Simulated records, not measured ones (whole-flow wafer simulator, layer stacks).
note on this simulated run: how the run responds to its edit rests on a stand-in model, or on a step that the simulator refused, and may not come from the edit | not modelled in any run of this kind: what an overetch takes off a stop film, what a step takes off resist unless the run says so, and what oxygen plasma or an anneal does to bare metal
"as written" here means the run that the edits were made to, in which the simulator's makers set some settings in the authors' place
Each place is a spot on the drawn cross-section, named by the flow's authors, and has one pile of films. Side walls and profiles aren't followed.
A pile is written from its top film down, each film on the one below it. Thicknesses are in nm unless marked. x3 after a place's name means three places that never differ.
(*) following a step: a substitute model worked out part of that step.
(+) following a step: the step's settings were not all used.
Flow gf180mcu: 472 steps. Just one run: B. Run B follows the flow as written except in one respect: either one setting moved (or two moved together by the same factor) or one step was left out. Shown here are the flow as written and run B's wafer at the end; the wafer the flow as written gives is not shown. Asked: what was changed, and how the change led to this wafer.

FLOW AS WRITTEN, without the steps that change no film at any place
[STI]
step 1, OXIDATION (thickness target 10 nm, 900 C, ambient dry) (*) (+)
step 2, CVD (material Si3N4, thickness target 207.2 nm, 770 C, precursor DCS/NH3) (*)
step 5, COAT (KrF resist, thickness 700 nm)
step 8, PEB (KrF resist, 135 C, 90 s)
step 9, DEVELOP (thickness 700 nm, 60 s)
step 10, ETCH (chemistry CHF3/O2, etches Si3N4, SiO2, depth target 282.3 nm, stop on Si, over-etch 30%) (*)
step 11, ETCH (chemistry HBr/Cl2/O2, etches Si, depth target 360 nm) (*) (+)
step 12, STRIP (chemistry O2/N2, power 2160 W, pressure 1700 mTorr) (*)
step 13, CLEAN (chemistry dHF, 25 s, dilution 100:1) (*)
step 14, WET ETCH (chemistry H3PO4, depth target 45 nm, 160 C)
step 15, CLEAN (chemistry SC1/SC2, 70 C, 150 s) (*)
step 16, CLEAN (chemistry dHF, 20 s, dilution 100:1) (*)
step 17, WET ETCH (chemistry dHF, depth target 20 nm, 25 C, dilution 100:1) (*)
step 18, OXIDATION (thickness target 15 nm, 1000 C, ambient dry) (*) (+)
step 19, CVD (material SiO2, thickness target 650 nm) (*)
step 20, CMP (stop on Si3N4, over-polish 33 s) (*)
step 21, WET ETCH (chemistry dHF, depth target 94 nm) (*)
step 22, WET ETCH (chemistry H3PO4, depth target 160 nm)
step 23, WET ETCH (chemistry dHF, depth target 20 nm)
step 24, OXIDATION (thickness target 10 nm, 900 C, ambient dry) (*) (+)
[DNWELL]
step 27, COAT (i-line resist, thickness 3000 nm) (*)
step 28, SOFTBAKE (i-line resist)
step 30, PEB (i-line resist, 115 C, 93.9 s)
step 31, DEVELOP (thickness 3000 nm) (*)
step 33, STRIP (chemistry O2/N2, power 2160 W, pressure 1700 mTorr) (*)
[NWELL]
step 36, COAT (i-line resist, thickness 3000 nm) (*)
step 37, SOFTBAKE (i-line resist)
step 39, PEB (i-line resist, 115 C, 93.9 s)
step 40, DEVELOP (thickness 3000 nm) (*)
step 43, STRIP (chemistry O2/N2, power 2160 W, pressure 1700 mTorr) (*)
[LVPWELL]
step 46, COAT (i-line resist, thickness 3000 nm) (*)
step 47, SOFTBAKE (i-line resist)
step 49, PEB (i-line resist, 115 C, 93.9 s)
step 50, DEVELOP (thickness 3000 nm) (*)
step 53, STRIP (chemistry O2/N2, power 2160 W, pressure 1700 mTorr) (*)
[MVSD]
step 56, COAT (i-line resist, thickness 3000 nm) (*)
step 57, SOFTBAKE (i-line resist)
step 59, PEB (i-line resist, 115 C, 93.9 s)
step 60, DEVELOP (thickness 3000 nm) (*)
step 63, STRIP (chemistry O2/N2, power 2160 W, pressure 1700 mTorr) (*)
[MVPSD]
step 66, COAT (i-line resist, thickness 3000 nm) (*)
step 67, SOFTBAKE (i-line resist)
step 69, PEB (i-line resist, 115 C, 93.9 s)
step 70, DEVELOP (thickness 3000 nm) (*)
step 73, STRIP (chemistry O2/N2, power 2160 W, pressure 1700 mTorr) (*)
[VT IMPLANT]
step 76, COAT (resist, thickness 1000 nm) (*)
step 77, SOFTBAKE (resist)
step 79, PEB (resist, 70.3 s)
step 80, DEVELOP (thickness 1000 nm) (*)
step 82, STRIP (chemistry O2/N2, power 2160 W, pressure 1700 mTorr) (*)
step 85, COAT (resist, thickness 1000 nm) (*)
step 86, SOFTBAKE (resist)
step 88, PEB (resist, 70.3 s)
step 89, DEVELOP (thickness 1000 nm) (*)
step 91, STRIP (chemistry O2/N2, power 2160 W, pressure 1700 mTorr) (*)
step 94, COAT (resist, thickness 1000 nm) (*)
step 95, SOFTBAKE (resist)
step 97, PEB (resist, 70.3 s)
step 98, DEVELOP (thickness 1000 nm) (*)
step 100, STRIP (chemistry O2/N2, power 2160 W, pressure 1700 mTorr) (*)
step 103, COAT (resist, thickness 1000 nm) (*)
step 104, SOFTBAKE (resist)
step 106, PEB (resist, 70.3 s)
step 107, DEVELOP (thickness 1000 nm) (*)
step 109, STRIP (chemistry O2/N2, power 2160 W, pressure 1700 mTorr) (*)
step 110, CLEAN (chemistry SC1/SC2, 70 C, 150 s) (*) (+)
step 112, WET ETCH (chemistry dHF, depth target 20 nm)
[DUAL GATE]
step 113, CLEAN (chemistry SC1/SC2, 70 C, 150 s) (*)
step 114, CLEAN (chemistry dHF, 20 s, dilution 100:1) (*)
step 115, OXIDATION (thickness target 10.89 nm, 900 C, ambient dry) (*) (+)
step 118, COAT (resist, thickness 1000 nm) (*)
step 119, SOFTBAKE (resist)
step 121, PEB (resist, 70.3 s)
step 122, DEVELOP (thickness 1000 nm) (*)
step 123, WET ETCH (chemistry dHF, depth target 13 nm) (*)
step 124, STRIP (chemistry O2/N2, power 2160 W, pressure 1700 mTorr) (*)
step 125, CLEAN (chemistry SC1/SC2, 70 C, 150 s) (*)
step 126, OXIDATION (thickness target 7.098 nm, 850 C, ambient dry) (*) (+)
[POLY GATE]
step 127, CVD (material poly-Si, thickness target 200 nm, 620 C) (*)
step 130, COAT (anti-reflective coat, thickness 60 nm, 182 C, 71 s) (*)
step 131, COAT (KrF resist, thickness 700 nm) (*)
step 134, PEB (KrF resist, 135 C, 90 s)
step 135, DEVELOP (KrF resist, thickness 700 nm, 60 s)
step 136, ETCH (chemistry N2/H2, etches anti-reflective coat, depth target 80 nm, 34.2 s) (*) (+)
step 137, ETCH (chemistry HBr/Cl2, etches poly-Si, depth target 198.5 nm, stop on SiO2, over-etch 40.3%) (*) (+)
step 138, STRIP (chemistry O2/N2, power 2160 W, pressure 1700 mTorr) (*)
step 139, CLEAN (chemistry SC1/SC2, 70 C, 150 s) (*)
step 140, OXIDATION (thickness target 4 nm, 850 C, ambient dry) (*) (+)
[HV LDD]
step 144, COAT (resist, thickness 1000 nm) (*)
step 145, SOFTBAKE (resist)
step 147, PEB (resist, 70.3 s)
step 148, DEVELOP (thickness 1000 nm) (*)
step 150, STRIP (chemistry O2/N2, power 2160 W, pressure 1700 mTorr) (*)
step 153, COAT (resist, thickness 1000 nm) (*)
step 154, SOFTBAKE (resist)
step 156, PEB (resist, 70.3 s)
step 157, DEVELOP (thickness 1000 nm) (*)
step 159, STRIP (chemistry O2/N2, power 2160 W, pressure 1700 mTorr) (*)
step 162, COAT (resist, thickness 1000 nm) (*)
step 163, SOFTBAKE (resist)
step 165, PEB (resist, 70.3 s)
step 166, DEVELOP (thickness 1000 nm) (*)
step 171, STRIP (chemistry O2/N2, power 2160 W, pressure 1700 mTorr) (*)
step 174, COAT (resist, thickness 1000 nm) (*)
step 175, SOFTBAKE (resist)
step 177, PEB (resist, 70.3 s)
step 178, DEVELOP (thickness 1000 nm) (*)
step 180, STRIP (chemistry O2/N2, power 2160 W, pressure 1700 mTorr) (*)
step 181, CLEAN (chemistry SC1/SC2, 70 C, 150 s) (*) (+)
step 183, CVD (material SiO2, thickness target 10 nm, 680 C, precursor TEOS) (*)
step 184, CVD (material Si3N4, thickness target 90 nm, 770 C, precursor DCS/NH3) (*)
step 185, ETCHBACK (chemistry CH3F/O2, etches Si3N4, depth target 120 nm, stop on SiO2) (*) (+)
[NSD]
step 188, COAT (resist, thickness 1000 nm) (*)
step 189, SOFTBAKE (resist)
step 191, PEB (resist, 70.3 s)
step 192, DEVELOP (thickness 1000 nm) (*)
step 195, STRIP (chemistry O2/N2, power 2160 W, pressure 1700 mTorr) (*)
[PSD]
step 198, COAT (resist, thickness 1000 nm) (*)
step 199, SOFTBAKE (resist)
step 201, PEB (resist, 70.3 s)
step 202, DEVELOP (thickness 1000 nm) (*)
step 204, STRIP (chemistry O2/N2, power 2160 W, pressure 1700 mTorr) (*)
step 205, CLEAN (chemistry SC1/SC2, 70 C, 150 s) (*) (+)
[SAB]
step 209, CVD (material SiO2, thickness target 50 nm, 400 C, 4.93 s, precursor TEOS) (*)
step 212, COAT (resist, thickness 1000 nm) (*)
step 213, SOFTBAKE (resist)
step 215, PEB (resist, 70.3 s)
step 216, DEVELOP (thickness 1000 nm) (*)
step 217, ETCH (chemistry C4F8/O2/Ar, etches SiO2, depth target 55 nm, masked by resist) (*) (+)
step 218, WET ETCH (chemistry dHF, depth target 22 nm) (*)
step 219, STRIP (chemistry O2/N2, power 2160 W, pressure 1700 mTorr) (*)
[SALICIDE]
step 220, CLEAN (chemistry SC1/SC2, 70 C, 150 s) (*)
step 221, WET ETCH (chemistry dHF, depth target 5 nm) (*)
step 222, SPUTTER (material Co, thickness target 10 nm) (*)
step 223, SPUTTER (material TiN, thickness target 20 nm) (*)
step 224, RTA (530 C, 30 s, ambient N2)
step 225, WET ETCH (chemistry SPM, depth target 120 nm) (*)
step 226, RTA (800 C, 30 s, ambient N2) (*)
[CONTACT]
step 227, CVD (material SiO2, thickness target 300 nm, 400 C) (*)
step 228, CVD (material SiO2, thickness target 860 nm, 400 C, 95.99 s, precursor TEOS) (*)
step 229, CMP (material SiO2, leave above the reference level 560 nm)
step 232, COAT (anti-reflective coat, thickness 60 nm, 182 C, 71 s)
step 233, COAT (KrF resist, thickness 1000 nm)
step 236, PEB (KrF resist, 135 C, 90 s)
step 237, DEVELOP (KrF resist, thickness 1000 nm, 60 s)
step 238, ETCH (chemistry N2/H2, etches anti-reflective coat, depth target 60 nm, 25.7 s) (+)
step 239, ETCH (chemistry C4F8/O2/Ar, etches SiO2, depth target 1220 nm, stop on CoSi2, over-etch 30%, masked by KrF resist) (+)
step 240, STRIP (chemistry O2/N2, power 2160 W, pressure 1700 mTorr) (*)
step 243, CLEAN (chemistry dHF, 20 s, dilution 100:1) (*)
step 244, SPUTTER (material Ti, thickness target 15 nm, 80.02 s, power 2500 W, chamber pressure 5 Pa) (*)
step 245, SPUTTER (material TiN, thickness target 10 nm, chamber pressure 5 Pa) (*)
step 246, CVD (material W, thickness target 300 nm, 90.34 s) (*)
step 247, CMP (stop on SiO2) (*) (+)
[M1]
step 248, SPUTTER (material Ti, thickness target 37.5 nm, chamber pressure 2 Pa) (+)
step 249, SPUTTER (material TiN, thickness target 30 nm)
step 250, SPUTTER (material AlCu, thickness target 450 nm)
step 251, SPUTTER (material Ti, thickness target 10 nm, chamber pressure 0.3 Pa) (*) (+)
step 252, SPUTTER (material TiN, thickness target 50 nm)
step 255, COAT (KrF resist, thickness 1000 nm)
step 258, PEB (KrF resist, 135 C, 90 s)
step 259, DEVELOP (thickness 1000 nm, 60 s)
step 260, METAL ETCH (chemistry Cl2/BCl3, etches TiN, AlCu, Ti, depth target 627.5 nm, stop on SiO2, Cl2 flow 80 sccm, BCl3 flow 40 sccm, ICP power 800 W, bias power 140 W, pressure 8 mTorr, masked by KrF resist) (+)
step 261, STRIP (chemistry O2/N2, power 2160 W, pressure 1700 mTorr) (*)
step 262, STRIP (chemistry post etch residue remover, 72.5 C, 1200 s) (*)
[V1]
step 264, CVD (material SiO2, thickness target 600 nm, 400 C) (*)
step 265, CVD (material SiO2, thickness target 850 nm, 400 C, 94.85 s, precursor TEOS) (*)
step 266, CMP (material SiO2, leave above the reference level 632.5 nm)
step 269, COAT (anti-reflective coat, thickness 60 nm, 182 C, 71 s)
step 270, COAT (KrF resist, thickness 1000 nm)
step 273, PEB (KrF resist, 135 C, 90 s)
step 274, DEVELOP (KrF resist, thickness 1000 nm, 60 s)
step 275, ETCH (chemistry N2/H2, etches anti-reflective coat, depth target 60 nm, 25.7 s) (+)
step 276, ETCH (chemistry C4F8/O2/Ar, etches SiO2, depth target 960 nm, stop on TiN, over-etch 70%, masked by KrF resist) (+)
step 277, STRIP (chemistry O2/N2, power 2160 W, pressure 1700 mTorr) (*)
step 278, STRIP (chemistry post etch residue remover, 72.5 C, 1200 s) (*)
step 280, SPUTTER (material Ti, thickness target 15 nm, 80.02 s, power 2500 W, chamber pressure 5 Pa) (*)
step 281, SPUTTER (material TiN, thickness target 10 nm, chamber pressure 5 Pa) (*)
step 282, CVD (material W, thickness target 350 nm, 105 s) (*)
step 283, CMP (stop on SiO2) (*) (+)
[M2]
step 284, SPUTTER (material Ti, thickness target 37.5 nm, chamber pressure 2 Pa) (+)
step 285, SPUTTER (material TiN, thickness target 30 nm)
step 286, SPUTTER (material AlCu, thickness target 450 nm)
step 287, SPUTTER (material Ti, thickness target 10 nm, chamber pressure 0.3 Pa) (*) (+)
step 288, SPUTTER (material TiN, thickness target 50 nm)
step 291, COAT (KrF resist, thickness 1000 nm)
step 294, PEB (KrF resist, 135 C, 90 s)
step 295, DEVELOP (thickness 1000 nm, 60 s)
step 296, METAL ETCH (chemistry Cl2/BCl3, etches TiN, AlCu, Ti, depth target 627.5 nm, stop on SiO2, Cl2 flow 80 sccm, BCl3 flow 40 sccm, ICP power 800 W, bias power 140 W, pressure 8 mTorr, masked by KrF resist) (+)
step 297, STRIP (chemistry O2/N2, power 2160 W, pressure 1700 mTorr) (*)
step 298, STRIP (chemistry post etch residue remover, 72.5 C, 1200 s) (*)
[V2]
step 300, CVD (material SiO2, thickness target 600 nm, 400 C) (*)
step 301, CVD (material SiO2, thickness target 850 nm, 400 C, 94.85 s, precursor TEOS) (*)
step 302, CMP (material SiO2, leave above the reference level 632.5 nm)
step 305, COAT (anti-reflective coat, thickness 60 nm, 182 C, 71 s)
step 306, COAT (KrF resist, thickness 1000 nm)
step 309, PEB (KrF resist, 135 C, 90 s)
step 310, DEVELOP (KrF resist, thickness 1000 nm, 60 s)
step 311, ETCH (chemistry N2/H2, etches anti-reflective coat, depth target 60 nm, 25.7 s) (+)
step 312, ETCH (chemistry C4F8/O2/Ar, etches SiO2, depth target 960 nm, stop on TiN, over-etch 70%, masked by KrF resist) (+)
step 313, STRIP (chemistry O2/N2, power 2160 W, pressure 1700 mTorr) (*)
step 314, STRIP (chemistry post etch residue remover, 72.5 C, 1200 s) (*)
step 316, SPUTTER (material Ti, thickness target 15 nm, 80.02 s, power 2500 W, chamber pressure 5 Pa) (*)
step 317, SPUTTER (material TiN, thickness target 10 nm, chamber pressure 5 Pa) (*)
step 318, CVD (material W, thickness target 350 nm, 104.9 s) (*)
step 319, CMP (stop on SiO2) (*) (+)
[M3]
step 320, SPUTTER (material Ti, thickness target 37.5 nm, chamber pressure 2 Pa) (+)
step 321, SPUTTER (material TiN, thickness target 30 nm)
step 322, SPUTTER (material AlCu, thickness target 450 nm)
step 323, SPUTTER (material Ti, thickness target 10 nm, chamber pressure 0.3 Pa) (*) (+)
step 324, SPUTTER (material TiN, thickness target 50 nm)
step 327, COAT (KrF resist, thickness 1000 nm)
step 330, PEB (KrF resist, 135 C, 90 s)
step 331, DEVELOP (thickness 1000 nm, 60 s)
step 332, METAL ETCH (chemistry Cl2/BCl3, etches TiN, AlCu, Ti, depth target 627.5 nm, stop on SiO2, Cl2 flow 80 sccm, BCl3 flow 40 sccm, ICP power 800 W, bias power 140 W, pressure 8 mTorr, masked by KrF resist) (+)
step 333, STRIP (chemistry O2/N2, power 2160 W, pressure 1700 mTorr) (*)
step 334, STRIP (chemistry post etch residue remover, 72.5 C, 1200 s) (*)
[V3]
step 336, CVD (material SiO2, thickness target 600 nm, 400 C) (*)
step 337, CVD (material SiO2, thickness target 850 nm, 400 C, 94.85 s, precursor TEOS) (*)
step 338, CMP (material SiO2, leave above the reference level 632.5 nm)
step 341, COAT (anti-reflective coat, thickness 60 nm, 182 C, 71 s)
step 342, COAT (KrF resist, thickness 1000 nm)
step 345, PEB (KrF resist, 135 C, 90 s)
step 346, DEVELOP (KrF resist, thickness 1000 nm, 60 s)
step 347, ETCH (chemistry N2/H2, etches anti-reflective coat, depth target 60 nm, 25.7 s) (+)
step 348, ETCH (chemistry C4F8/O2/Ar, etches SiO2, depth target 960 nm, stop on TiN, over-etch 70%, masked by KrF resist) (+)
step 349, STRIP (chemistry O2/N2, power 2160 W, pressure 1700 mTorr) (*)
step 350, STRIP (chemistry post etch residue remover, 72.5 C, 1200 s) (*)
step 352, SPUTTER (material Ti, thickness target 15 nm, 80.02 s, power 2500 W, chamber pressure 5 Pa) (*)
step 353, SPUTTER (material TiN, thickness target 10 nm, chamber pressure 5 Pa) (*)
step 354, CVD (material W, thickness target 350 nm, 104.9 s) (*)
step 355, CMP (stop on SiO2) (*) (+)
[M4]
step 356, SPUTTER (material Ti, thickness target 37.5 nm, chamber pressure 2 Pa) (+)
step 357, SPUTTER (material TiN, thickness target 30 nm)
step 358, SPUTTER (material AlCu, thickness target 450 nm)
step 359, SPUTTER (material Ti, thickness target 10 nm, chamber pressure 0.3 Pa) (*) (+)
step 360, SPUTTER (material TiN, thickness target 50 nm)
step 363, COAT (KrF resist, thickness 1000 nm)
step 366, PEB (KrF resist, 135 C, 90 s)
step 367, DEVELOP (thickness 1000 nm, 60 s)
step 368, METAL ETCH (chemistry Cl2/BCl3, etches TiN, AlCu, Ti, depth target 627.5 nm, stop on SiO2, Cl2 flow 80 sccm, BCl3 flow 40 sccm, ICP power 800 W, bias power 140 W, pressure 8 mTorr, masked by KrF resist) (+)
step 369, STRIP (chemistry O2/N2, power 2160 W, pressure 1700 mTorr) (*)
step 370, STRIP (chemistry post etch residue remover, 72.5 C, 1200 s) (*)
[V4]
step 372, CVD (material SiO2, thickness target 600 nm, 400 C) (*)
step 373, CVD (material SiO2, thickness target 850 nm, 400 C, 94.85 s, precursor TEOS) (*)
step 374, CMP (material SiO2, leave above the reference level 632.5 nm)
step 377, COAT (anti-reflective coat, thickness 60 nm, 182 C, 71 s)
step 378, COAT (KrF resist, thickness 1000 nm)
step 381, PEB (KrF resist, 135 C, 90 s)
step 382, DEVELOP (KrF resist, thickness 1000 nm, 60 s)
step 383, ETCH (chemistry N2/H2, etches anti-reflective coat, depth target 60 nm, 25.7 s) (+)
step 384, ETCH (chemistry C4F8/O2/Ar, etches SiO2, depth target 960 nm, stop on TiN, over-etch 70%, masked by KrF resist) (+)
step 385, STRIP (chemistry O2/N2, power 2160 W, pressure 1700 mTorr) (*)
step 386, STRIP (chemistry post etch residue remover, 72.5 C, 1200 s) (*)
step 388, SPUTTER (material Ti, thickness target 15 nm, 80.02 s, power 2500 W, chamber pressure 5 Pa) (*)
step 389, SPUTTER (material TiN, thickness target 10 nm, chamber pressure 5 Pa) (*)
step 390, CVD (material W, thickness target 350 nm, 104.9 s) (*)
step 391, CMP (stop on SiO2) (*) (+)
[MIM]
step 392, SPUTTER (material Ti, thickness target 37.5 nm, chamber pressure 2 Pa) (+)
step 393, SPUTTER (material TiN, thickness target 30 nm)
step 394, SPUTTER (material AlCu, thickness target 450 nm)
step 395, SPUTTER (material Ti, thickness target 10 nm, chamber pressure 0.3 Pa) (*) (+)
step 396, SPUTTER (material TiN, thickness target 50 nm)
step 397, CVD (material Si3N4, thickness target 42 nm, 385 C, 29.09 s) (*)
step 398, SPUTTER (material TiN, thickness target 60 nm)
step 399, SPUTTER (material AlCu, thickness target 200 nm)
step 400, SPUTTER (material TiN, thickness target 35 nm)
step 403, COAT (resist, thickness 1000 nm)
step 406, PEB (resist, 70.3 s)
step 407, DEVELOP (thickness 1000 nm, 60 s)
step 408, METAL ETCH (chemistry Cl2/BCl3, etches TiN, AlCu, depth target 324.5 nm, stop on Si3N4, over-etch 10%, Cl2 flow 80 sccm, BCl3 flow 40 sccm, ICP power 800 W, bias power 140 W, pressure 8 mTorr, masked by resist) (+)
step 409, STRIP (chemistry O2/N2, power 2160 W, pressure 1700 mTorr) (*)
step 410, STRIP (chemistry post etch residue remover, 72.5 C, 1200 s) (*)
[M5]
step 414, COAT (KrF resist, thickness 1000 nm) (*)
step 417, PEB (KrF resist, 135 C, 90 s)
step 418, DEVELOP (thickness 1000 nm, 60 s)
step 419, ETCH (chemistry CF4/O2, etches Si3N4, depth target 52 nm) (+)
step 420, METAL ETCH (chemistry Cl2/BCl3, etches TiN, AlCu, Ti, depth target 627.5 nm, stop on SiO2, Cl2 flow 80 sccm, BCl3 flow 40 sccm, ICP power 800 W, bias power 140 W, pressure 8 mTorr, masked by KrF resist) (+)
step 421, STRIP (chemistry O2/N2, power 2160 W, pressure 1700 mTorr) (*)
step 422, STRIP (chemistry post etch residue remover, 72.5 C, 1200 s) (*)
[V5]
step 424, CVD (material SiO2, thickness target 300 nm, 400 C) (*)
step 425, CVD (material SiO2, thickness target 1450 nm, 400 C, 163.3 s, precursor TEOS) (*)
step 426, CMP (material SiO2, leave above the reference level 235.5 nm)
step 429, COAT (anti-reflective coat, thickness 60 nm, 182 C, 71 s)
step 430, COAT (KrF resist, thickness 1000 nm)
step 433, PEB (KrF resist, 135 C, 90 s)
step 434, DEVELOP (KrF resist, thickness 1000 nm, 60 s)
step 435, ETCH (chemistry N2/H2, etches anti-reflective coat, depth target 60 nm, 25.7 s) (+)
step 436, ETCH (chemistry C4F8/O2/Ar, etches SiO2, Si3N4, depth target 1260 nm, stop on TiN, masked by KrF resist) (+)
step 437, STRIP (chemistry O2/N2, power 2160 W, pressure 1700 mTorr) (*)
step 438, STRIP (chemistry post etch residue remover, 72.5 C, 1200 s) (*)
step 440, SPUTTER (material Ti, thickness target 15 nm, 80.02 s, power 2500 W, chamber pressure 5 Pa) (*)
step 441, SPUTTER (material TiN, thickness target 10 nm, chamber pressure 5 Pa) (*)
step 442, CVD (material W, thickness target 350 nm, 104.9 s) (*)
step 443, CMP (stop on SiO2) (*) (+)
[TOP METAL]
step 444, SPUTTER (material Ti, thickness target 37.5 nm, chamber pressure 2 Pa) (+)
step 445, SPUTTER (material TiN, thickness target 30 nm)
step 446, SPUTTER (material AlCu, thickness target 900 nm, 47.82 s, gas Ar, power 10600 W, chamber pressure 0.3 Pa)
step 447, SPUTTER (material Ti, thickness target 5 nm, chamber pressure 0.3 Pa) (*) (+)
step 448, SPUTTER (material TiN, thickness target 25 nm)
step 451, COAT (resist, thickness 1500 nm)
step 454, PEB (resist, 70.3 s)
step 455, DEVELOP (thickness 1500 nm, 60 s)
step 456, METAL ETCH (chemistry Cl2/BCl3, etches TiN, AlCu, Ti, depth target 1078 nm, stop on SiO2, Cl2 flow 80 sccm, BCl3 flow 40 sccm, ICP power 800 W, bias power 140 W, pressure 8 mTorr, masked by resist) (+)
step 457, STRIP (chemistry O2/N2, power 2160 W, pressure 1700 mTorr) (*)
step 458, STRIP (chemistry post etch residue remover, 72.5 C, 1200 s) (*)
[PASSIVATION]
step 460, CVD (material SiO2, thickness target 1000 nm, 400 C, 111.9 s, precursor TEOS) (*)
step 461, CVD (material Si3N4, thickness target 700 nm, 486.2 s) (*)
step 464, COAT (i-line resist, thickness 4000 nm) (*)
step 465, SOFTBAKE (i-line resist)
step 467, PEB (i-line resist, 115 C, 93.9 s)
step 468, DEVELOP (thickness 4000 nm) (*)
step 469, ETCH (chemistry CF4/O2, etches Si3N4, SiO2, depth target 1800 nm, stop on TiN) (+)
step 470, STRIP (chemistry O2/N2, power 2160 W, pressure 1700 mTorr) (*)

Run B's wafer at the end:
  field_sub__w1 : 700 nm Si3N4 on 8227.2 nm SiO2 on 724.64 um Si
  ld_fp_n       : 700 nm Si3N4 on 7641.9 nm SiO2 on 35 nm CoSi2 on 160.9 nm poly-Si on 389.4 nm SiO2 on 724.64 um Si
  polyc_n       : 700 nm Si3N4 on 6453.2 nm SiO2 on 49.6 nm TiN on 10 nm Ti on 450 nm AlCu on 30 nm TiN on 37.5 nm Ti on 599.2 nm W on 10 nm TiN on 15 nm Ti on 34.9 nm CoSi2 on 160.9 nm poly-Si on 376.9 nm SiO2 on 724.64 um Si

The reason: step 23, WET ETCH: depth target 13.4 nm was run, while the flow as written has depth target 20 nm.

Step by step, how the change led to this:
  step 23, WET ETCH (chemistry dHF, depth target 20 nm)
      field, field_sub, sti and 34 more: -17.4 SiO2 (as written it would have been: -26 SiO2)
  step 28, SOFTBAKE (i-line resist)
      field: +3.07 i-line resist (as written it would have been: +2.45 i-line resist)
      gate_hv: +3.36 i-line resist (as written it would have been: +2.73 i-line resist)
      (as well as at 30 more places)
  step 37, SOFTBAKE (i-line resist)
      field: +3.07 i-line resist (as written it would have been: +2.45 i-line resist)
      gate_hv: +3.36 i-line resist (as written it would have been: +2.73 i-line resist)
      (as well as at 30 more places)
  step 47, SOFTBAKE (i-line resist)
      field: +3.07 i-line resist (as written it would have been: +2.45 i-line resist)
      gate_hv: +3.36 i-line resist (as written it would have been: +2.73 i-line resist)
      (as well as at 30 more places)
  step 57, SOFTBAKE (i-line resist)
      field: +3.07 i-line resist (as written it would have been: +2.45 i-line resist)
      gate_hv: +3.36 i-line resist (as written it would have been: +2.73 i-line resist)
      (as well as at 30 more places)
  step 67, SOFTBAKE (i-line resist)
      field: +3.07 i-line resist (as written it would have been: +2.45 i-line resist)
      gate_hv: +3.36 i-line resist (as written it would have been: +2.73 i-line resist)
      (as well as at 30 more places)
  step 130, COAT (anti-reflective coat, thickness 60 nm, 182 C, 71 s) (*)
      p_well, spacer, sd_n: +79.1 anti-reflective coat (new film) (as written it would have been: +70.9 anti-reflective coat (new film))
      ldn_acc, ldp_acc: +70.1 anti-reflective coat (new film) (as written it would have been: +66.9 anti-reflective coat (new film))
      (as well as at 66 more places)
  step 136, ETCH (chemistry N2/H2, etches anti-reflective coat, depth target 80 nm, 34.2 s) (*) (+)
      p_well, spacer, sd_n: -79.1 anti-reflective coat (all of it), -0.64 poly-Si (as written it would have been: -70.9 anti-reflective coat (all of it), -0.85 poly-Si)
      field: -58.7 anti-reflective coat (all of it), -1.16 poly-Si (as written it would have been: -61.5 anti-reflective coat (all of it), -1.09 poly-Si)
      (as well as at 47 more places)
  step 138, STRIP (chemistry O2/N2, power 2160 W, pressure 1700 mTorr) (*)
      gate: +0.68 chemical SiO2 (new film), -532 KrF resist (all of it), -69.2 anti-reflective coat (all of it), -0.3 poly-Si (as written it would have been: +0.68 chemical SiO2 (new film), -531.7 KrF resist (all of it), -65.5 anti-reflective coat (all of it), -0.3 poly-Si)
      gate_hv: +0.68 chemical SiO2 (new film), -530.1 KrF resist (all of it), -62.4 anti-reflective coat (all of it), -0.3 poly-Si (as written it would have been: +0.68 chemical SiO2 (new film), -528.4 KrF resist (all of it), -61 anti-reflective coat (all of it), -0.3 poly-Si)
      (as well as at 18 more places)
  step 189, SOFTBAKE (resist)
      active_hv: -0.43 resist (as written it would have been: +2.68 resist)
      active_nat: +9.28 resist (as written it would have been: +5.49 resist)
  step 199, SOFTBAKE (resist)
      active_hv: -0.43 resist (as written it would have been: +2.68 resist)
      active_nat: +9.28 resist (as written it would have been: +5.49 resist)
  step 218, WET ETCH (chemistry dHF, depth target 22 nm) (*)
      active: -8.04 SiO2 (all of it) (as written it would have been: -9.01 SiO2 (all of it))
  step 223, SPUTTER (material TiN, thickness target 20 nm) (*)
      ld_sd_n: +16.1 TiN (new film) (as written it would have been: +15.5 TiN (new film))
  step 225, WET ETCH (chemistry SPM, depth target 120 nm) (*)
      ld_sd_n: -16.1 TiN (all of it) (as written it would have been: -15.5 TiN (all of it))
  step 226, RTA (800 C, 30 s, ambient N2) (*)
      ld_sd_n: +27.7 CoSi2 (new film), -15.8 CoSi (all of it), -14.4 Si (as written it would have been: +28.3 CoSi2 (new film), -16.1 CoSi (all of it), -14.7 Si)
  step 229, CMP (material SiO2, leave above the reference level 560 nm)
      sti, mim_1p0, pad, dice_street, iso_nw_fld, iso_fld_sub: -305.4 SiO2 (as written it would have been: -296.8 SiO2)
      ldn_sep__w2, ldn_fld__w1, ldp_sep__w2, ldp_dft, ldp_out, ldp_fld__w3: -319.6 SiO2 (as written it would have been: -311 SiO2)
      (as well as at 45 more places)
